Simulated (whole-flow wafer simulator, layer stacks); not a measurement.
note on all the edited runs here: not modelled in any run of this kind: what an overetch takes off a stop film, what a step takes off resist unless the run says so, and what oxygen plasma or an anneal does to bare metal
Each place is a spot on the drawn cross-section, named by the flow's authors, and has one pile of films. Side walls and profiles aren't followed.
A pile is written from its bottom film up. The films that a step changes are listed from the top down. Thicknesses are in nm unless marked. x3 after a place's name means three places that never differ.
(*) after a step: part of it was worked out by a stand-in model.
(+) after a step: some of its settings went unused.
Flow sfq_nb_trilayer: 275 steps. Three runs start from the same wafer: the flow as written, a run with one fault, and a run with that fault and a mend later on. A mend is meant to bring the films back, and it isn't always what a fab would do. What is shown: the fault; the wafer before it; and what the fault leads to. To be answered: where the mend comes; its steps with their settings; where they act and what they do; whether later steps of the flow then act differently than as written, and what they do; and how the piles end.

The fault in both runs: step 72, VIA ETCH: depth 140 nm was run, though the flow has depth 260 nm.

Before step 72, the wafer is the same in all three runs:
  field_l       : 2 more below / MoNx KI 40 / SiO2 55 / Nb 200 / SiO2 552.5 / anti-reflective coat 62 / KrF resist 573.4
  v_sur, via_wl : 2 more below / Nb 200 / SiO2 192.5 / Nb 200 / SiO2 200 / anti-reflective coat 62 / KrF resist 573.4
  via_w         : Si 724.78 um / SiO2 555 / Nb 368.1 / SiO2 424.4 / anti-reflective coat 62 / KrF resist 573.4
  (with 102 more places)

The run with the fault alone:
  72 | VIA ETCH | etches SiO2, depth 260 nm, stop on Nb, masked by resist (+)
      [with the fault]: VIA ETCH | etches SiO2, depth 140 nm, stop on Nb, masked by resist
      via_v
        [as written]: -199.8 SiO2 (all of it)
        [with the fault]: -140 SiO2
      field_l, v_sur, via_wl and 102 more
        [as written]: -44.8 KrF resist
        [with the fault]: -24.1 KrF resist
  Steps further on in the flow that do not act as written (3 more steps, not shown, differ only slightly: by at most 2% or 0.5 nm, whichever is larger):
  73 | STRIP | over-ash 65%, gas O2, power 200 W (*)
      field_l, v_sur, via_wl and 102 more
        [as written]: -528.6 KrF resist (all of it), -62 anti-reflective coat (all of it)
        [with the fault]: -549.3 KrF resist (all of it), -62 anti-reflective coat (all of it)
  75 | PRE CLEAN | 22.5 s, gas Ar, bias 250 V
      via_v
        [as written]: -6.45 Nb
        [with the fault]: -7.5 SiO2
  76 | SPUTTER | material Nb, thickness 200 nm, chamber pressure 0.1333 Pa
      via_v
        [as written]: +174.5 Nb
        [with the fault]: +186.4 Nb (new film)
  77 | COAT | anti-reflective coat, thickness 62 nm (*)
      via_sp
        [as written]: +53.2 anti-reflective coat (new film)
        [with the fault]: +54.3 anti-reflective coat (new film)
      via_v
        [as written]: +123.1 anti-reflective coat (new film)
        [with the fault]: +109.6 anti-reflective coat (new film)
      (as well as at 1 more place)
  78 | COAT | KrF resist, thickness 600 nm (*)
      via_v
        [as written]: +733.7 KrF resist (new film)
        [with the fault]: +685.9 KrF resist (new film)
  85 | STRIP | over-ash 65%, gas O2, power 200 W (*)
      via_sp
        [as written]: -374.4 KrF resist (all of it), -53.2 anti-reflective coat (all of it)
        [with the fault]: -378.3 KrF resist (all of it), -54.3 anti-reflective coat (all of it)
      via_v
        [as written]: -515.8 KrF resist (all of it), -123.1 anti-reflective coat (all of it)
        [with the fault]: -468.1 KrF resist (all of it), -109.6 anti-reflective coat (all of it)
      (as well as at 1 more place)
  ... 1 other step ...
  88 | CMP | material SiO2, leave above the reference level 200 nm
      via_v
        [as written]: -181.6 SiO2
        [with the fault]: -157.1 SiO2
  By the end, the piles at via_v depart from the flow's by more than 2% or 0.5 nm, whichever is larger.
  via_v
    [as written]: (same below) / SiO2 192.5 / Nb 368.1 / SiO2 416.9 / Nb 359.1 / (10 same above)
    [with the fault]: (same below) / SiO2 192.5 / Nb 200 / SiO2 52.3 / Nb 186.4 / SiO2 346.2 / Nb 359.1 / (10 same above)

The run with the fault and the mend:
  The mend stands after step 72.
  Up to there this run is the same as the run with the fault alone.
  72a | VIA ETCH | etches SiO2, depth 120 nm, stop on Nb, masked by resist (+) (a further turn of the flow's step 72, with different settings)
      field_l, v_sur, via_wl and 102 more
        -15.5 KrF resist
      via_v
        -59.8 SiO2 (all of it)
  Every later step of the flow that is run acts as written, at every place that is followed, to within 2% or 0.5 nm, whichever is larger.
  By the end, the piles equal the flow's at every place that both follow.
